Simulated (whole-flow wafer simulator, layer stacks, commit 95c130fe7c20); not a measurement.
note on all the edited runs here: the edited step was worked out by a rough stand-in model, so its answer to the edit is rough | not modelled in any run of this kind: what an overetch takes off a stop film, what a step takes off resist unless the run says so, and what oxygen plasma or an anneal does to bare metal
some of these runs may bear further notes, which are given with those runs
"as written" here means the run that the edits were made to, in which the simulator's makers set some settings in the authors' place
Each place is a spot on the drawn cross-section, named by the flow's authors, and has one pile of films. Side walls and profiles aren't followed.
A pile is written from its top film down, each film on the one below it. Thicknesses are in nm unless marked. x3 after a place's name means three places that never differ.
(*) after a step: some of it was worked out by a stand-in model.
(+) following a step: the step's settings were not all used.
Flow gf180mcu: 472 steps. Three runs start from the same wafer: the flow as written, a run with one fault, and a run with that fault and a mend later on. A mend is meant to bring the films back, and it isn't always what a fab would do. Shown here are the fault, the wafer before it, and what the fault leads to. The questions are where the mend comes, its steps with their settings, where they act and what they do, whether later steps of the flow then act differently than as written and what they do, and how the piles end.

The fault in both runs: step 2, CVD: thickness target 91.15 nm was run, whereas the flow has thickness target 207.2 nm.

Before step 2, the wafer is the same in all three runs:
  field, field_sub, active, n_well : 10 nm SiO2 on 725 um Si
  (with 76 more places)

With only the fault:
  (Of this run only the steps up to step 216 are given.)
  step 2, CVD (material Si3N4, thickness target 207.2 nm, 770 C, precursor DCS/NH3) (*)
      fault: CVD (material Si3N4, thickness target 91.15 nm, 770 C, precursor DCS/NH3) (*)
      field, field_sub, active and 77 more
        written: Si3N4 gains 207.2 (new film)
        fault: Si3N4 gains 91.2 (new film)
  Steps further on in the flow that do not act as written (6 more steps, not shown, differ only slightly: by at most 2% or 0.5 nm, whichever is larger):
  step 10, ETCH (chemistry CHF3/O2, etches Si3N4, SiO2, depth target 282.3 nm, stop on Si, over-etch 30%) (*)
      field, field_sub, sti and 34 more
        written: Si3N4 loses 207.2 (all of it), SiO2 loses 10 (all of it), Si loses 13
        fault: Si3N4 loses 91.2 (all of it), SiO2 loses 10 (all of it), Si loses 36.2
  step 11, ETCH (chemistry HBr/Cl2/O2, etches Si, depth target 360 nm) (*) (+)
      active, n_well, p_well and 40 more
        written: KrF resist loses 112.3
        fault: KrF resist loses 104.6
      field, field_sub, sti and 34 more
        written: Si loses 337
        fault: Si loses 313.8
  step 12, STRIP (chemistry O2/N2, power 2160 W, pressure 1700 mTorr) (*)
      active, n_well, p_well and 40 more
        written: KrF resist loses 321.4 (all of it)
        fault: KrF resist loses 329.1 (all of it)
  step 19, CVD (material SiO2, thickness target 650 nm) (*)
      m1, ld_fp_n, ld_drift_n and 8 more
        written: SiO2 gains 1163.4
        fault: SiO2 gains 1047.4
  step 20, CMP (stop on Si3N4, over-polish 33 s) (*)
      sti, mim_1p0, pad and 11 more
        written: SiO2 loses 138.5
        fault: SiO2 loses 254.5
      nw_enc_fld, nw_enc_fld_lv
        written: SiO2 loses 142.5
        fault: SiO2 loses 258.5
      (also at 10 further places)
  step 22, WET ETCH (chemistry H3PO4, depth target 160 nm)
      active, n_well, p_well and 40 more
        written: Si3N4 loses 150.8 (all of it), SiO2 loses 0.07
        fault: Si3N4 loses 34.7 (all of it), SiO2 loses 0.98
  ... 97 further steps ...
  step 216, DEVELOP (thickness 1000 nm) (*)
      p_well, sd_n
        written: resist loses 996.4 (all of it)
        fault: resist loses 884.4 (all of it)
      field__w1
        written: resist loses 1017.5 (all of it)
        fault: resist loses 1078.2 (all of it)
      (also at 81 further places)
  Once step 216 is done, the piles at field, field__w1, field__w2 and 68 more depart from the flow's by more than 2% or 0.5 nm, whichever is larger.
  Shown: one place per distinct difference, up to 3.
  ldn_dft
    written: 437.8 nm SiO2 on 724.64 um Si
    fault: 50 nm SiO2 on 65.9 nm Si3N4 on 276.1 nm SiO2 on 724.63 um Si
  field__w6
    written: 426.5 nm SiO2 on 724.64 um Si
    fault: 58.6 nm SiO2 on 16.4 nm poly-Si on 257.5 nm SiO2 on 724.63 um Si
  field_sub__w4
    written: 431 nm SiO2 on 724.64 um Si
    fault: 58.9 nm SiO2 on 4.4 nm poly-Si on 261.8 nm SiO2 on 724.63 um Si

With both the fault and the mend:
  After step 9 comes the mend.
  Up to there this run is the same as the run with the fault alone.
  step 9a, STRIP (chemistry O2/N2, power 2160 W, pressure 1700 mTorr) (*)
      active, n_well, p_well and 40 more
        KrF resist loses 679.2 (all of it)
  step 9b, CVD (material Si3N4, thickness target 116 nm, 770 C, precursor DCS/NH3) (*) (the flow's step 2 again, with other settings)
      field, field_sub, active and 77 more
        Si3N4 gains 116
  step 9c, HMDS (120 C, 60 s) (the flow's step 4 again)
      does not change any film at any place that is followed
  step 9d, COAT (KrF resist, thickness 700 nm) (the flow's step 5 again)
      field, field_sub, active and 77 more
        KrF resist gains 700 (new film)
  step 9e, SOFTBAKE (KrF resist) (the flow's step 6 again)
      does not change any film at any place that is followed
  step 9f, EXPOSE (photomask COMP) (the flow's step 7 again)
      does not change any film at any place that is followed
  step 9g, PEB (KrF resist, 135 C, 90 s) (the flow's step 8 again)
      field, field_sub, active and 77 more
        KrF resist loses 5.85
  step 9h, DEVELOP (thickness 700 nm, 60 s) (the flow's step 9 again)
      active, n_well, p_well and 40 more
        KrF resist loses 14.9
      field, field_sub, sti and 34 more
        KrF resist loses 694.2 (all of it)
  None of the later steps of the flow differs from how it acts as written, at any place that is followed, by more than 2% or 0.5 nm, whichever is larger.
  The piles end the same as the flow's at every place that both follow.
